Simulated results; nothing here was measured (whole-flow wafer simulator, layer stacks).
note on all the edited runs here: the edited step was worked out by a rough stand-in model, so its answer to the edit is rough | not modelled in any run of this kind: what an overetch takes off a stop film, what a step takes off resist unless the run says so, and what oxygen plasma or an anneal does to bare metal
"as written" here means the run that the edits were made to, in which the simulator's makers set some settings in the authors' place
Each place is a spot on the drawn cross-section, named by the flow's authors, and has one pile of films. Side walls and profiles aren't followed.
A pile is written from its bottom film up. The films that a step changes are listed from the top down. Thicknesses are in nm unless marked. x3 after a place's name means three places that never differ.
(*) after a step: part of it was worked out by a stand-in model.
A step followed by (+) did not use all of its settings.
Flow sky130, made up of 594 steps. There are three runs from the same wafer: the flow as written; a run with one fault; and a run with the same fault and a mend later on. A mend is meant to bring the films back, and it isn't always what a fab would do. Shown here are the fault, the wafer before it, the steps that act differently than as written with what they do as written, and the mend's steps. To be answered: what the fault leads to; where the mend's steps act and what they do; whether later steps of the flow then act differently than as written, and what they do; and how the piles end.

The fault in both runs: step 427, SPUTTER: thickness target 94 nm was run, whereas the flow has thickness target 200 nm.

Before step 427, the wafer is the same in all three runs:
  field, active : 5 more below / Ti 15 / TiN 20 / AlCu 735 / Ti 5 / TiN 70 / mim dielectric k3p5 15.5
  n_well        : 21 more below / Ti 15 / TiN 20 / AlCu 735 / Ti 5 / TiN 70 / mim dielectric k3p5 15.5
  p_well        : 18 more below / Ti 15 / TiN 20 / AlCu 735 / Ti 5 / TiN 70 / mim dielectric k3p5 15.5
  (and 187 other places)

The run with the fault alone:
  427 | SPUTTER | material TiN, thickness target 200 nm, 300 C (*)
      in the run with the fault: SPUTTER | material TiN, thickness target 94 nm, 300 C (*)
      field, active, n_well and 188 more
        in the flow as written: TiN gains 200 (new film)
        in the run with the fault: TiN gains 94 (new film)
  Steps later in the flow that act otherwise than as written (2 other steps are not shown; they differ only slightly, by no more than 2% or 0.5 nm, whichever is larger):
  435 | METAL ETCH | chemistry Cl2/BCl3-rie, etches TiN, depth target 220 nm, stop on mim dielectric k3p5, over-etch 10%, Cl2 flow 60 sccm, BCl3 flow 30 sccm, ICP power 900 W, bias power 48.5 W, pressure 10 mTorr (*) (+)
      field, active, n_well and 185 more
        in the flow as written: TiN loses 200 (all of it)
        in the run with the fault: TiN loses 94 (all of it)
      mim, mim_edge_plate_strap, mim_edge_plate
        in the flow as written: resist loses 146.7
        in the run with the fault: resist loses 68.9
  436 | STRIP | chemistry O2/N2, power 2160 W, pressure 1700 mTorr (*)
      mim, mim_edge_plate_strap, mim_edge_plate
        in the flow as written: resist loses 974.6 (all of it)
        in the run with the fault: resist loses 1052.3 (all of it)
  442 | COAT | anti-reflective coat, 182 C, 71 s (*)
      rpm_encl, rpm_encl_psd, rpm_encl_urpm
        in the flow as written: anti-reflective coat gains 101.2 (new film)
        in the run with the fault: anti-reflective coat gains 98.4 (new film)
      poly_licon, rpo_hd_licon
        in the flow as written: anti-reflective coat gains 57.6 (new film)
        in the run with the fault: anti-reflective coat gains 81.9 (new film)
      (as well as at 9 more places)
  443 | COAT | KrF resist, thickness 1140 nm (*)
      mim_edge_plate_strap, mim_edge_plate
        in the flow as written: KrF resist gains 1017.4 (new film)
        in the run with the fault: KrF resist gains 1123.4 (new film)
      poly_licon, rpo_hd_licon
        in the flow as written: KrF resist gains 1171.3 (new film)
        in the run with the fault: KrF resist gains 1143.7 (new film)
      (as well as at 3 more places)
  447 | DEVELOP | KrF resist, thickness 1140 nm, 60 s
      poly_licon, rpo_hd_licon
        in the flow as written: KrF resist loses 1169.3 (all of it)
        in the run with the fault: KrF resist loses 1141.8 (all of it)
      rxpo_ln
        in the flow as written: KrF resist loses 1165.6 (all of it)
        in the run with the fault: KrF resist loses 1137 (all of it)
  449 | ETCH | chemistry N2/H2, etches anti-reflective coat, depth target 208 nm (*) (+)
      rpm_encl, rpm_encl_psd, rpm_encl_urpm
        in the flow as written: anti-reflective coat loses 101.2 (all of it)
        in the run with the fault: anti-reflective coat loses 98.4 (all of it)
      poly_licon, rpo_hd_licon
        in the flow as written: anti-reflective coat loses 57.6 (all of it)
        in the run with the fault: anti-reflective coat loses 81.9 (all of it)
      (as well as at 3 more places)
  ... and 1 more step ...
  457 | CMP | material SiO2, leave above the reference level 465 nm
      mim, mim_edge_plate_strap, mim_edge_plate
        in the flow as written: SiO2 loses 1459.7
        in the run with the fault: SiO2 loses 1353.7
  The piles end different from the flow's at mim, mim_edge_plate_strap, mim_edge_plate by more than 2% or 0.5 nm, whichever is larger.
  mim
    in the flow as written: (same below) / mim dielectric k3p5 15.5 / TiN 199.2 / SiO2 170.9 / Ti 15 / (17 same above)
    in the run with the fault: (same below) / mim dielectric k3p5 15.5 / TiN 93.2 / SiO2 276.9 / Ti 15 / (17 same above)
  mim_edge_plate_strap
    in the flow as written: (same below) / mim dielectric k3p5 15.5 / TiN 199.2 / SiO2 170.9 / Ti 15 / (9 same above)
    in the run with the fault: (same below) / mim dielectric k3p5 15.5 / TiN 93.2 / SiO2 276.9 / Ti 15 / (9 same above)
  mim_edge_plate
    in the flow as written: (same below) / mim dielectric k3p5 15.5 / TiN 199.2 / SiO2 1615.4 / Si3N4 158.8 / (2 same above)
    in the run with the fault: (same below) / mim dielectric k3p5 15.5 / TiN 93.2 / SiO2 1721.4 / Si3N4 158.8 / (2 same above)

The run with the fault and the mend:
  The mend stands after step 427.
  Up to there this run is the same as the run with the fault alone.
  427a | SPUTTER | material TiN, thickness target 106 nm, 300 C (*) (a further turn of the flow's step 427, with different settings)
      field, active, n_well and 188 more
        TiN gains 106
  None of the later steps of the flow acts differently than as written at any place that is followed.
  The piles end the same as the flow's at every place that both follow.
